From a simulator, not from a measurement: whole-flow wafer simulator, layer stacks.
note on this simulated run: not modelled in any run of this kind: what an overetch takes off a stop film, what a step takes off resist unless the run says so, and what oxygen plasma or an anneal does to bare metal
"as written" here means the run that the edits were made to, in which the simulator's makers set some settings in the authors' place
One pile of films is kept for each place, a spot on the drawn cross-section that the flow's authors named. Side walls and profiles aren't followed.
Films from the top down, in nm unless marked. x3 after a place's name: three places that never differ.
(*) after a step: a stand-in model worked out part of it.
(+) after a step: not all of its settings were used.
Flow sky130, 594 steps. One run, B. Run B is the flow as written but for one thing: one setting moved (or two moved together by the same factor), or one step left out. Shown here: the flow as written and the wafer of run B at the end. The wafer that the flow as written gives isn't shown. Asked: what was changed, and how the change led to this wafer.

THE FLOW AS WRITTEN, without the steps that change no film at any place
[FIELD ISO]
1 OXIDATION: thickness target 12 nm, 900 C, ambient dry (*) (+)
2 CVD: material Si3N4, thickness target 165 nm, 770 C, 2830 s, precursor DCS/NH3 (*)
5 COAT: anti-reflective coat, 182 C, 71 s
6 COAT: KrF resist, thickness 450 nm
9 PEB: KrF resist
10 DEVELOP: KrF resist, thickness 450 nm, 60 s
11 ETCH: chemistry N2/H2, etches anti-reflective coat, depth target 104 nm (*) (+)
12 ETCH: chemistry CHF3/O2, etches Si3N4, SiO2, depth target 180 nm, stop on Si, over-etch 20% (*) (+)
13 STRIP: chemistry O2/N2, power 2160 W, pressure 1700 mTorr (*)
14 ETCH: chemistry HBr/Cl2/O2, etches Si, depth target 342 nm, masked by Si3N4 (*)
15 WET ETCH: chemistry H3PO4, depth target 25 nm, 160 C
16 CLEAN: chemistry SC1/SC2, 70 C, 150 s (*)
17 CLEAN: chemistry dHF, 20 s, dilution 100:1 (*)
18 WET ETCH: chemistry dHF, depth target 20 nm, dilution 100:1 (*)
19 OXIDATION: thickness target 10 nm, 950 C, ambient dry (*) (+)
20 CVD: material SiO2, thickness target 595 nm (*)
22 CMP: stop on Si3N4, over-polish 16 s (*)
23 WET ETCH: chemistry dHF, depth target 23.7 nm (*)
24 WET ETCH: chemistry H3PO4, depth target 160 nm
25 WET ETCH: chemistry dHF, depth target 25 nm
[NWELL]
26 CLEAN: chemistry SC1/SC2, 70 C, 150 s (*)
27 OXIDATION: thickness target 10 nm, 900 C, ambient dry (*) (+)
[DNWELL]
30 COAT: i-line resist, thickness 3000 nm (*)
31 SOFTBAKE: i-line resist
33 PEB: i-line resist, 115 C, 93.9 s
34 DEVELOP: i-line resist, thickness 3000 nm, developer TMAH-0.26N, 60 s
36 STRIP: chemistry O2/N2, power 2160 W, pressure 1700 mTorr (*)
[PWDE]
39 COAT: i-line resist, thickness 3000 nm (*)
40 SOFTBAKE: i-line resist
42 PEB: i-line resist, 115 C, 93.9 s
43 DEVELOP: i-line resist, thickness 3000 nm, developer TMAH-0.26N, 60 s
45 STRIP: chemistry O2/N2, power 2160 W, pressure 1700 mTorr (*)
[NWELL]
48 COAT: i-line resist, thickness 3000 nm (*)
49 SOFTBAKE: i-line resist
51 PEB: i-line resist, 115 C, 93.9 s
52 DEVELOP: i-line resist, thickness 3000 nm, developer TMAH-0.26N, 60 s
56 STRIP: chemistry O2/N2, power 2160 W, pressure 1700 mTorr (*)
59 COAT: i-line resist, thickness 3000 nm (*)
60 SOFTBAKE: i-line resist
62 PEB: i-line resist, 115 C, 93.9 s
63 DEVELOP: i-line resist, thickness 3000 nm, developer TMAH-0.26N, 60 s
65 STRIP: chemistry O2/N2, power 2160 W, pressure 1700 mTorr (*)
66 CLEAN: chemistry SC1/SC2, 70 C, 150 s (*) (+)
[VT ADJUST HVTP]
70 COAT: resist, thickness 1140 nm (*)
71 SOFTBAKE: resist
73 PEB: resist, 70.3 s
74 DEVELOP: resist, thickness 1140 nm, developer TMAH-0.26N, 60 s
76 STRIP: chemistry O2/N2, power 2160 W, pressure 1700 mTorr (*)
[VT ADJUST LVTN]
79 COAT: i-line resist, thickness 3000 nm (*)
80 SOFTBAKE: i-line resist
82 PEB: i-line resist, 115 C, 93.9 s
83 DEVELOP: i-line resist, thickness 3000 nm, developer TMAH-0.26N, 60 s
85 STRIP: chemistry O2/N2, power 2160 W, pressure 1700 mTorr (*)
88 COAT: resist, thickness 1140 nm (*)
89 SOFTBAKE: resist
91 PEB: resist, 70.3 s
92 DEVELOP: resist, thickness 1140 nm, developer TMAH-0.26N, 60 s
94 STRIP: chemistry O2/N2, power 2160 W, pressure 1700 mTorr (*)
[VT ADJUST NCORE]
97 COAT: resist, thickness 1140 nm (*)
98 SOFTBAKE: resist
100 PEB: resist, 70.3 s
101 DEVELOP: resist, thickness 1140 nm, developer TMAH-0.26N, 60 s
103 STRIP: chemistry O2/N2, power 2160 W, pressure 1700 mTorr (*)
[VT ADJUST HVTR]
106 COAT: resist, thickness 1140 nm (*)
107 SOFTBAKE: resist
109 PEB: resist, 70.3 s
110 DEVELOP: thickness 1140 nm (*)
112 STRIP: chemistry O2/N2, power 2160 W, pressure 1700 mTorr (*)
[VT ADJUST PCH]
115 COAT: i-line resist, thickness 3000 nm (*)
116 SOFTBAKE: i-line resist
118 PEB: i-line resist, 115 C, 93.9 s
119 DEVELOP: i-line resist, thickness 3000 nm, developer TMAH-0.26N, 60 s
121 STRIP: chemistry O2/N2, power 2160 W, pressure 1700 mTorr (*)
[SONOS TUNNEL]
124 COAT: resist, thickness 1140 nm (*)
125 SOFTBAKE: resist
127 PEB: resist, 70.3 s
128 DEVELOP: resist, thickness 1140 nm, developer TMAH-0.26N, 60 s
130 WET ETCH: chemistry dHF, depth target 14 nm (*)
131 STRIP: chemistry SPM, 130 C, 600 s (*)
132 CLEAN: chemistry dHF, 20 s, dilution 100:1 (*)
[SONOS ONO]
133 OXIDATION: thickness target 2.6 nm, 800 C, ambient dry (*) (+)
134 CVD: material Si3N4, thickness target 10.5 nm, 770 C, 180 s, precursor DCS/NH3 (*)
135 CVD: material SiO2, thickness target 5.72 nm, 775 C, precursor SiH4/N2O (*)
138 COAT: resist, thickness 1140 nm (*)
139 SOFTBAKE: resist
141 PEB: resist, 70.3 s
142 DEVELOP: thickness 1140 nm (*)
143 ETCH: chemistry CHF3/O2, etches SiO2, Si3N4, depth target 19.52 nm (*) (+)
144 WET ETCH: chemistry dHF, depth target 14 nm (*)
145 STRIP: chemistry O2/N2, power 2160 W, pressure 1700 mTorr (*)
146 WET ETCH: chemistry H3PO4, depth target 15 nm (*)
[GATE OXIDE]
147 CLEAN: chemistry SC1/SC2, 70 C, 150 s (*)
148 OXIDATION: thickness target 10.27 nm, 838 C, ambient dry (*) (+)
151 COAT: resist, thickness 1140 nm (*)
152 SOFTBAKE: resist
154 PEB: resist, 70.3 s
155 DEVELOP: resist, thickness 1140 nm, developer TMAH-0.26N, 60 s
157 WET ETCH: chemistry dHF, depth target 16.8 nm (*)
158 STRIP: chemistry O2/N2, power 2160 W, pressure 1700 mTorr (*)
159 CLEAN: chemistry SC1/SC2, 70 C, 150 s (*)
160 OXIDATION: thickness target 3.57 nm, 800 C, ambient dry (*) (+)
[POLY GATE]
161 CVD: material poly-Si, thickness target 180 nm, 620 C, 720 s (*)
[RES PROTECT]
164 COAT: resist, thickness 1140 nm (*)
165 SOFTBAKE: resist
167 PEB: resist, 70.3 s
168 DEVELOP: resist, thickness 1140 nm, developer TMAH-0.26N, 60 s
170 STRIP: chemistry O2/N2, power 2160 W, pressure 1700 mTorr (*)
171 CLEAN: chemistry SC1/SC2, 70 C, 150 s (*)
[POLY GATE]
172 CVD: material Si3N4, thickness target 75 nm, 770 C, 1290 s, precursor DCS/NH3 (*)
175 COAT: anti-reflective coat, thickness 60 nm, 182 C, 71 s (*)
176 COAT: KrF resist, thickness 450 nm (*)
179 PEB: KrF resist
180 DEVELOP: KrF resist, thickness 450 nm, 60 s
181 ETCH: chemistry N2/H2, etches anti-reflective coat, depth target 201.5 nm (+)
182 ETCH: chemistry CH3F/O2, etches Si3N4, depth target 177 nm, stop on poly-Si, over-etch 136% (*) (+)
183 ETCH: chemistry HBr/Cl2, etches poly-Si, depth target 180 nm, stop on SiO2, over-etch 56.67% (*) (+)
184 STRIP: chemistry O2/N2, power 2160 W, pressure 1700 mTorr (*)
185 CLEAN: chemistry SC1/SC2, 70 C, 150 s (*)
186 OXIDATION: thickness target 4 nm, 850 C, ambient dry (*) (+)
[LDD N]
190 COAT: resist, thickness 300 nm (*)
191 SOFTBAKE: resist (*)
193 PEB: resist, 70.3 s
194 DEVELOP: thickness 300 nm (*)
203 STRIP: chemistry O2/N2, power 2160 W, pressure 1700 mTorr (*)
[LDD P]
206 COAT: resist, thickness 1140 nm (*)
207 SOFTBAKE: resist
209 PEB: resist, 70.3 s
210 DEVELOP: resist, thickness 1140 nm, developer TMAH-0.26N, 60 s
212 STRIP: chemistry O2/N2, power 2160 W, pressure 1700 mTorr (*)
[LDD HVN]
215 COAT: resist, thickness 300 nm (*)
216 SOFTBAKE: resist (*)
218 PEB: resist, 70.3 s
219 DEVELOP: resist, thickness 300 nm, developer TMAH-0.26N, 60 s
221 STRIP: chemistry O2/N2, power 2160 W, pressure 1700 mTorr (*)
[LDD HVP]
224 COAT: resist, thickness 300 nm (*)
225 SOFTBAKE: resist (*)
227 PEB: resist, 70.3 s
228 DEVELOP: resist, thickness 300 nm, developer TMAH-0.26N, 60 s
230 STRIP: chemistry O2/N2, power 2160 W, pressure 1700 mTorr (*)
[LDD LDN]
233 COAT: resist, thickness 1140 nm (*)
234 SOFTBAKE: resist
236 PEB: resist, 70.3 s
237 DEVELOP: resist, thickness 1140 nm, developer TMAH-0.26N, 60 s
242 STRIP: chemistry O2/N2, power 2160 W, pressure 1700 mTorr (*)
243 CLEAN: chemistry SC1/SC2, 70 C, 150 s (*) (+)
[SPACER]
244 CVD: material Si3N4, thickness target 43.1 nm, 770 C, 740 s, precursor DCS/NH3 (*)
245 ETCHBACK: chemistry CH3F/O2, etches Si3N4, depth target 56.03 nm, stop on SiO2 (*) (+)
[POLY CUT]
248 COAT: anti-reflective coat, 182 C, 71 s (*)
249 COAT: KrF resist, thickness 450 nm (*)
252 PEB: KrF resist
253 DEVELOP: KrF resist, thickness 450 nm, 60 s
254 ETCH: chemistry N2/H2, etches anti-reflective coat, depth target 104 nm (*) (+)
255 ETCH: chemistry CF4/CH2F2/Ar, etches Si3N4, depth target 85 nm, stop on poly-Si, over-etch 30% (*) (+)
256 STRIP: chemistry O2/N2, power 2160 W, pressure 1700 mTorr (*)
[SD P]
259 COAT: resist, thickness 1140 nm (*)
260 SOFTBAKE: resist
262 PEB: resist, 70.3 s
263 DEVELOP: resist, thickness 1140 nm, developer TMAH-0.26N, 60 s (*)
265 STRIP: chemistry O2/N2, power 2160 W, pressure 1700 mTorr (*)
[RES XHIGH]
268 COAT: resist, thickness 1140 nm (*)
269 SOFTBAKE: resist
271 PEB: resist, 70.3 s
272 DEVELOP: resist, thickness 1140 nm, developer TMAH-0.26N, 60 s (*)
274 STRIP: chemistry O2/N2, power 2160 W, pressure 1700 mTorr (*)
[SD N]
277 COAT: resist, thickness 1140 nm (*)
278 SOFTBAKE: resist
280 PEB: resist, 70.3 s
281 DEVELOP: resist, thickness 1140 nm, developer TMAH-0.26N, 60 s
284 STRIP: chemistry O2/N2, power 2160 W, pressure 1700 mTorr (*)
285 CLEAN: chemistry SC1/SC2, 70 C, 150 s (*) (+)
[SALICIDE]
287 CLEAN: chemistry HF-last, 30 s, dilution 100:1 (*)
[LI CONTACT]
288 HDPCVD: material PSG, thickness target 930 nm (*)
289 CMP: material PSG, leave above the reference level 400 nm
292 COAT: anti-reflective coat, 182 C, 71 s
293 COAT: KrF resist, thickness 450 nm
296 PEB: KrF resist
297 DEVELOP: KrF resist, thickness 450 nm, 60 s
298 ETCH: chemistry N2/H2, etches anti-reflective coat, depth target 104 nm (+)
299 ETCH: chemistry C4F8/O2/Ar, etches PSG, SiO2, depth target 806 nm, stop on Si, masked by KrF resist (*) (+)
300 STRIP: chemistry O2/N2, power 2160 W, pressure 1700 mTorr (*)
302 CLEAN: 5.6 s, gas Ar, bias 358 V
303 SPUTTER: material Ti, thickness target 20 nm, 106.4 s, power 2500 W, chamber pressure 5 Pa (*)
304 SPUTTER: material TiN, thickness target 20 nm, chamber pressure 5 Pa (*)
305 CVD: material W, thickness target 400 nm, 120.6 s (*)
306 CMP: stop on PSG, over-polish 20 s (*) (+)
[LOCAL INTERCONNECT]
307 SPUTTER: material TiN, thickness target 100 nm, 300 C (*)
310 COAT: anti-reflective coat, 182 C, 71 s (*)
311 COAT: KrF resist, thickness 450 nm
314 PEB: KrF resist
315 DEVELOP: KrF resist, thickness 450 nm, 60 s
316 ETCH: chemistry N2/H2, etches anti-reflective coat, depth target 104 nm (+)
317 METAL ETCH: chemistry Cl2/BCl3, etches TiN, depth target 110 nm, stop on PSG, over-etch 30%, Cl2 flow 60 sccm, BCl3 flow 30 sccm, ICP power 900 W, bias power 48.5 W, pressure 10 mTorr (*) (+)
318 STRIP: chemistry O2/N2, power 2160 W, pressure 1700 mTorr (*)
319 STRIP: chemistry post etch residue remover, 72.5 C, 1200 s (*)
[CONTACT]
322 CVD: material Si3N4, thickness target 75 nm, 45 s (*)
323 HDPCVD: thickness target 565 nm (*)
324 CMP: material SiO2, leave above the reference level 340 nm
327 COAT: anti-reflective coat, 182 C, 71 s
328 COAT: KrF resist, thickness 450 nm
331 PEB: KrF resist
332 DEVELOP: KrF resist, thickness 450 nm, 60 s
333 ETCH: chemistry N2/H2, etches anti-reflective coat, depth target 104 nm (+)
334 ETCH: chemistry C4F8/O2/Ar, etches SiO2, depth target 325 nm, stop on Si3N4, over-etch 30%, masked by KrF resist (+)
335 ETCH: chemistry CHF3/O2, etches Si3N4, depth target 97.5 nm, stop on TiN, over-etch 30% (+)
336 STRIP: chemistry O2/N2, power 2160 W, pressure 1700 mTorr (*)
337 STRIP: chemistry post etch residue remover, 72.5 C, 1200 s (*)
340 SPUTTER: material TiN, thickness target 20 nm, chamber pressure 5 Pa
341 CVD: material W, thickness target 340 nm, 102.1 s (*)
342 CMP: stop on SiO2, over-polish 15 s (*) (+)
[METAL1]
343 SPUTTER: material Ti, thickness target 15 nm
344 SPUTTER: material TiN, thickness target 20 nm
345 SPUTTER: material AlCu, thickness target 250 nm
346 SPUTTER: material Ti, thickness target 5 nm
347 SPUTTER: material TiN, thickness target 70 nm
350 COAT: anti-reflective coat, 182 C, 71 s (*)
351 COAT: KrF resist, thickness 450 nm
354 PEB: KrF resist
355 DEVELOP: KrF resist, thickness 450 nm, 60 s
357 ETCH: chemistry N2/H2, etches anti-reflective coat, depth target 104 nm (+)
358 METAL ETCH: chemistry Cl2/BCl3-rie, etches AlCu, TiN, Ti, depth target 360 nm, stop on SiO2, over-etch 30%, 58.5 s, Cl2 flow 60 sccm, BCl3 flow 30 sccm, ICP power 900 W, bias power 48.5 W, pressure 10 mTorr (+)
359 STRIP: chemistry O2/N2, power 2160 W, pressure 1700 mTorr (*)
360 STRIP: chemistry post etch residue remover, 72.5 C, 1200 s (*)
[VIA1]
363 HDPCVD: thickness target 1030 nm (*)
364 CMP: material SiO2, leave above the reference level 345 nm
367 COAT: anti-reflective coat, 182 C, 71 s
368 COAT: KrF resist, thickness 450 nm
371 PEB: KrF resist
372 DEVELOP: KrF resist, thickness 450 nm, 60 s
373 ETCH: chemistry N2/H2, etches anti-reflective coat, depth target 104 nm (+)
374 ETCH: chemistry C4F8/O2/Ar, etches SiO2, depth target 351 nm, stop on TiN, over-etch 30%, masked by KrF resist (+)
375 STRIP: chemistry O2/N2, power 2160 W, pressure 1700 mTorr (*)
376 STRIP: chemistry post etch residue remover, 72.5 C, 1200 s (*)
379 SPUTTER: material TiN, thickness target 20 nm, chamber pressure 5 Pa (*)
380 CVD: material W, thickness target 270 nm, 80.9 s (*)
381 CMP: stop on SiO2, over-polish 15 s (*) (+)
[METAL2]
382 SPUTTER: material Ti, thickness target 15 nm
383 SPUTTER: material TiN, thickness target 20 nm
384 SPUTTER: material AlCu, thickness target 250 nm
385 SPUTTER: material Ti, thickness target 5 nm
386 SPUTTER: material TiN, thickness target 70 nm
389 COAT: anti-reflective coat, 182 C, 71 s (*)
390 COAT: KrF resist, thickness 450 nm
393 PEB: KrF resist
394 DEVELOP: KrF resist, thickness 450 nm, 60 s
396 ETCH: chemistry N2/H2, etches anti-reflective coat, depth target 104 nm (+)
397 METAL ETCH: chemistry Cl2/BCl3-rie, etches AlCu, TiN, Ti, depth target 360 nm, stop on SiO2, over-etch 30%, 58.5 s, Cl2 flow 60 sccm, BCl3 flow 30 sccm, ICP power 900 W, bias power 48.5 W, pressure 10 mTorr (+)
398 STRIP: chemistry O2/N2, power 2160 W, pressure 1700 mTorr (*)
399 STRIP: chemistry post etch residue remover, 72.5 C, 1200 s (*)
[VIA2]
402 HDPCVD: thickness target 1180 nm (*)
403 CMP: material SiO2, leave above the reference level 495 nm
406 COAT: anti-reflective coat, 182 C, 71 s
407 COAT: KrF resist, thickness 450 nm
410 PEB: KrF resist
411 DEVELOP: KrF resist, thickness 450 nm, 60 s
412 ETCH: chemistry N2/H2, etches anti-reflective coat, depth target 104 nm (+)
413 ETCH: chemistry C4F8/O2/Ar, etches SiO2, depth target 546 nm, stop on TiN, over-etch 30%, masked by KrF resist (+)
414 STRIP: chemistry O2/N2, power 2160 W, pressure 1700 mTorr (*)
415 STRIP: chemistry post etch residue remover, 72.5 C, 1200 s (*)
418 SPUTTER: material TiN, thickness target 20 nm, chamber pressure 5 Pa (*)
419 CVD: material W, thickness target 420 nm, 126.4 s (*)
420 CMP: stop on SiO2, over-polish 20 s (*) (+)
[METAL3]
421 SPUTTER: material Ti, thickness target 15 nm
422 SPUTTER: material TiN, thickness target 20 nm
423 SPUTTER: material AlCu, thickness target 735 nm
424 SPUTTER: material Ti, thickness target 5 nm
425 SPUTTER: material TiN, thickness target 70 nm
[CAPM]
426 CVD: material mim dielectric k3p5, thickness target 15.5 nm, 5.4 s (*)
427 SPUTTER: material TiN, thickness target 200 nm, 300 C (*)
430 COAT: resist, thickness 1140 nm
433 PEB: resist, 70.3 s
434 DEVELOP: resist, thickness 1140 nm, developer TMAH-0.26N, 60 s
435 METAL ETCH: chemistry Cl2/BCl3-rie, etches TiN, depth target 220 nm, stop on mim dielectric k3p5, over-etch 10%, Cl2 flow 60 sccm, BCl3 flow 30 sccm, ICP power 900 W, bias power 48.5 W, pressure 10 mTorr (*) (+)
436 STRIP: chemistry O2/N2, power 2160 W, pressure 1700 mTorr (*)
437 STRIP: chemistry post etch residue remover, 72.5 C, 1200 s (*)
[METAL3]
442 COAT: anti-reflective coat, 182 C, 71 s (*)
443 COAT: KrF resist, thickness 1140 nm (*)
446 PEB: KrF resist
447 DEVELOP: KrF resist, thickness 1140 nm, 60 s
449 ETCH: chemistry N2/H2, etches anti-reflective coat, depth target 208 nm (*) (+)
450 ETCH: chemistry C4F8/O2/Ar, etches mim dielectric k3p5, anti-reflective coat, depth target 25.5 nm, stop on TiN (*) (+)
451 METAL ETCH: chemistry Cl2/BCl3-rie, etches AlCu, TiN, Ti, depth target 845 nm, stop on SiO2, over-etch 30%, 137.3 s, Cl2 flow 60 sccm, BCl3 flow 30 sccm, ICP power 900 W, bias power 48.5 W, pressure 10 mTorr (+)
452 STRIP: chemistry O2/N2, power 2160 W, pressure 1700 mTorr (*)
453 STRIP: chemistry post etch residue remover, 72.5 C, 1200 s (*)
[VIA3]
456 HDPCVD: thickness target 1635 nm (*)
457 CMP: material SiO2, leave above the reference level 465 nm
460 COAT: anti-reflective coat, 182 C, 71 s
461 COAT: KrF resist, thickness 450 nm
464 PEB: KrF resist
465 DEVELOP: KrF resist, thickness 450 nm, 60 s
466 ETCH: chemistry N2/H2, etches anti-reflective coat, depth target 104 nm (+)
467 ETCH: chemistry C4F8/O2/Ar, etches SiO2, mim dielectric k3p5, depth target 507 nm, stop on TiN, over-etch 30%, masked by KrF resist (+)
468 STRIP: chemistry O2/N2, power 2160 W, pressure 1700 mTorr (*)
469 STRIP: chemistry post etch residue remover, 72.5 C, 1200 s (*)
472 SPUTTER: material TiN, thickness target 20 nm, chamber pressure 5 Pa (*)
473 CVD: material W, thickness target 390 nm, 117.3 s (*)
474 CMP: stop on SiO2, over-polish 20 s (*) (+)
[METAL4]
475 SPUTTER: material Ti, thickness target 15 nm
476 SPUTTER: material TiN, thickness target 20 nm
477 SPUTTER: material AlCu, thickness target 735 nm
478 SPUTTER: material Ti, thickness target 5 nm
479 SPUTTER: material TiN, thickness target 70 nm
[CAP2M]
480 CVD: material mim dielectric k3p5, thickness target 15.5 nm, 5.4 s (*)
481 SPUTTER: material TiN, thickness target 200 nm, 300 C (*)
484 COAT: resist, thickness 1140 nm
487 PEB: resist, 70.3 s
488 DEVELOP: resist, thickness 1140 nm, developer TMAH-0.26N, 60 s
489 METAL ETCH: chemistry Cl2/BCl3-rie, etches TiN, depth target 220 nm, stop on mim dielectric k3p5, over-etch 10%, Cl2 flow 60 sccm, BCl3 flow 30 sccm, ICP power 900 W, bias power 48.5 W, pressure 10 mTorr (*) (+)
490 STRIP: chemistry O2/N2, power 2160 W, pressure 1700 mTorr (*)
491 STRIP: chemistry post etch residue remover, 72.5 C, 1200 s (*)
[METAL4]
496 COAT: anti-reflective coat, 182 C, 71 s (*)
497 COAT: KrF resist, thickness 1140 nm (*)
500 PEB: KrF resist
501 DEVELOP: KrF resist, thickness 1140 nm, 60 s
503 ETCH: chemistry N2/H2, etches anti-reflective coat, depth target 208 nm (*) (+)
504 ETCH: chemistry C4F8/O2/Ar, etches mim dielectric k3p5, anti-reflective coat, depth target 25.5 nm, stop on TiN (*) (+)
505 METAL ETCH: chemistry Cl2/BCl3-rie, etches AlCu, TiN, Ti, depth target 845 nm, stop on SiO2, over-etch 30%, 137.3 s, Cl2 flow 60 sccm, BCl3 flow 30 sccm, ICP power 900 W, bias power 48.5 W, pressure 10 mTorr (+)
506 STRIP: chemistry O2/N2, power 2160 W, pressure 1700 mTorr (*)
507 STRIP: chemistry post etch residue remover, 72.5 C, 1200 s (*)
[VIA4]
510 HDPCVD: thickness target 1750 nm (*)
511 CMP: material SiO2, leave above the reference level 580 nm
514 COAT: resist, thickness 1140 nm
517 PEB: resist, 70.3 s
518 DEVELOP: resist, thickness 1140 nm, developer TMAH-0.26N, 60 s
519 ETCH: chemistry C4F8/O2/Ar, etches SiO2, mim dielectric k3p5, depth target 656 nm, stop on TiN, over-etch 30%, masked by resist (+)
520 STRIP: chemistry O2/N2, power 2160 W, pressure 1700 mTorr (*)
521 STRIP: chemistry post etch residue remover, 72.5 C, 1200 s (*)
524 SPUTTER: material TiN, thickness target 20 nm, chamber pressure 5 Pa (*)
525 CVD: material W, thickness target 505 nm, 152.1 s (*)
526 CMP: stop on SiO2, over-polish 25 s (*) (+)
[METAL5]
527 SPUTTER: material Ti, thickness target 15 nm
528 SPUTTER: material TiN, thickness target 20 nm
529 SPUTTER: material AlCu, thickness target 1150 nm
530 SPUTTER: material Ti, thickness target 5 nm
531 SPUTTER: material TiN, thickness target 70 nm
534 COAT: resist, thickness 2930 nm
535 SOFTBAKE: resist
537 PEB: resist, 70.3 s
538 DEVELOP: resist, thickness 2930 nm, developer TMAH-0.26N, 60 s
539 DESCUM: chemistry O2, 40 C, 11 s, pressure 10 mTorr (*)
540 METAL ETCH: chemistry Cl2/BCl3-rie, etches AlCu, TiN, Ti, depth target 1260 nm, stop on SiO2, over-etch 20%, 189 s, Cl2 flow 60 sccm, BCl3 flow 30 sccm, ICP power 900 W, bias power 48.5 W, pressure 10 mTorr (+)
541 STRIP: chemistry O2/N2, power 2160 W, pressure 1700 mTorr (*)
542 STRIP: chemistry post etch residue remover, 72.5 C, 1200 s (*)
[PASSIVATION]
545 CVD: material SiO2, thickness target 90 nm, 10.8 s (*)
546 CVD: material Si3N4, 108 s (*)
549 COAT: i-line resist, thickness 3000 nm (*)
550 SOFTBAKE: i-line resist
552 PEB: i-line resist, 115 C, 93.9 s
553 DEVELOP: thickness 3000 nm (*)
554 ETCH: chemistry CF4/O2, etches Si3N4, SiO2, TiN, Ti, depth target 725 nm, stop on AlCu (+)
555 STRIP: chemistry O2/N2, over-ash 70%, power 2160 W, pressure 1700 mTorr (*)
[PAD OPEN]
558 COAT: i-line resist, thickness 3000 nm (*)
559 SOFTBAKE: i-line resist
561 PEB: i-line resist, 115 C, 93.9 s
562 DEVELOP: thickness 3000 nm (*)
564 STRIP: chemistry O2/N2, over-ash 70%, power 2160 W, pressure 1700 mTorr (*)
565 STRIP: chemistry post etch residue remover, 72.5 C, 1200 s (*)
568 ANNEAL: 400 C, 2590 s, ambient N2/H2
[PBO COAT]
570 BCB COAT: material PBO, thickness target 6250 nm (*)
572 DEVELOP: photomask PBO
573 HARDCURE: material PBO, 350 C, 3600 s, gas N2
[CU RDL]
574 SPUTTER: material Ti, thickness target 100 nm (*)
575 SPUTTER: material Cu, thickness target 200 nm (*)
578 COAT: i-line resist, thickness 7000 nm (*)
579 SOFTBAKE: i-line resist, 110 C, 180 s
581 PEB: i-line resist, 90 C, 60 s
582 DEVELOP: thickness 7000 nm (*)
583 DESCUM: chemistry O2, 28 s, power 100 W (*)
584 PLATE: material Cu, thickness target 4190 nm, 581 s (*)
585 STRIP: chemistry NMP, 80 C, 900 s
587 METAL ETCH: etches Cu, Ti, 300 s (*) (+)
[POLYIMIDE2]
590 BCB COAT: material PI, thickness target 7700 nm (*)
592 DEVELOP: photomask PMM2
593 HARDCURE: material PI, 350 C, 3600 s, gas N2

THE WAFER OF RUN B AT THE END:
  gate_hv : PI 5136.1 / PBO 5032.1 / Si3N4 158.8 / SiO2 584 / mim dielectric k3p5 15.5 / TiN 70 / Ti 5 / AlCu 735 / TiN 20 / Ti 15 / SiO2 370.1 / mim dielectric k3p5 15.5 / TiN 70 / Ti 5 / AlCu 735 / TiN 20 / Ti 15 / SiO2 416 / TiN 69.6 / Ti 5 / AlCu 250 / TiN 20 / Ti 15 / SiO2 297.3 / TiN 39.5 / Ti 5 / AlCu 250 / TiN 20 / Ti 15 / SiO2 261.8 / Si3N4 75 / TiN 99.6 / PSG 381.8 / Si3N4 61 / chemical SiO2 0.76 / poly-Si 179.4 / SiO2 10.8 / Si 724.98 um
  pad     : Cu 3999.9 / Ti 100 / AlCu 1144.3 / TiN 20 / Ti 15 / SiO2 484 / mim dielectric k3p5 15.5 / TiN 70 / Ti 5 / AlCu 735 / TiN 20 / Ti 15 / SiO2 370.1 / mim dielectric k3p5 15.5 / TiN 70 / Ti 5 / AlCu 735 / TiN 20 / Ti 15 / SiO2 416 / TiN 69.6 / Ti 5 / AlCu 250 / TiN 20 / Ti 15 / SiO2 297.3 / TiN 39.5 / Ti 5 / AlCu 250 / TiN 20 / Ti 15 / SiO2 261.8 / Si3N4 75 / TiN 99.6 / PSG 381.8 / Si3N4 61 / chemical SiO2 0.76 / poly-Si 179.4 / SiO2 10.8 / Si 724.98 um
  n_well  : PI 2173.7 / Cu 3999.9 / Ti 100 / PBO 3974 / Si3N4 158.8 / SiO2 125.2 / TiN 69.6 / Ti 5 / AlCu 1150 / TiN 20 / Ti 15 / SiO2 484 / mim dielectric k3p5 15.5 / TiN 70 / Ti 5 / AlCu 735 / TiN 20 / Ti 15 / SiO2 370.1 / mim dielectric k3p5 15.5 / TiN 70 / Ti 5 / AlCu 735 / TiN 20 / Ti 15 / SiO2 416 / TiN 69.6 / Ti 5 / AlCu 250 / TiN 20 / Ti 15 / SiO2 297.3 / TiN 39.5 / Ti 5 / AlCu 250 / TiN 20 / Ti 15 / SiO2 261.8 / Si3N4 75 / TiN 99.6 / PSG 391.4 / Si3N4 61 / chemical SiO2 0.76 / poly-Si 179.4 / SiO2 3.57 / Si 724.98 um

The cause: step 347, SPUTTER: thickness target 39.9 nm was run, where the flow has thickness target 70 nm.

How the change led to this, step by step:
  347 SPUTTER: material TiN, thickness target 70 nm
      field, active, n_well and 188 more: TiN +39.9 (new film) (as written it would be: TiN +70 (new film))
  358 METAL ETCH: chemistry Cl2/BCl3-rie, etches AlCu, TiN, Ti, depth target 360 nm, stop on SiO2, over-etch 30%, 58.5 s, Cl2 flow 60 sccm, BCl3 flow 30 sccm, ICP power 900 W, bias power 48.5 W, pressure 10 mTorr (+)
      field, active, gate and 81 more: TiN -38.6 (all of it), Ti -5 (all of it), AlCu -250 (all of it), TiN -20 (all of it), Ti -15 (all of it), SiO2 -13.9 (as written it would be: TiN -68.7 (all of it), Ti -5 (all of it), AlCu -250 (all of it), TiN -20 (all of it), Ti -15 (all of it), SiO2 -10.9)
  364 CMP: material SiO2, leave above the reference level 345 nm
      n_well, p_well, gate_hv and 100 more: SiO2 -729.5 (as written it would be: SiO2 -759.6)
      poly_licon, ndiff_licon, ndiff_licon_cpp, rpo_hd_licon: SiO2 -728.9 (as written it would be: SiO2 -759)
  374 ETCH: chemistry C4F8/O2/Ar, etches SiO2, depth target 351 nm, stop on TiN, over-etch 30%, masked by KrF resist (+)
      m1, via1_hole: SiO2 -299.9 (all of it) (as written it would be: SiO2 -269.8 (all of it))
  379 SPUTTER: material TiN, thickness target 20 nm, chamber pressure 5 Pa (*)
      m1: TiN +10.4 (as written it would be: TiN +11)
  380 CVD: material W, thickness target 270 nm, 80.9 s (*)
      m1, via1_hole: W +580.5 (new film) (as written it would be: W +549.9 (new film))
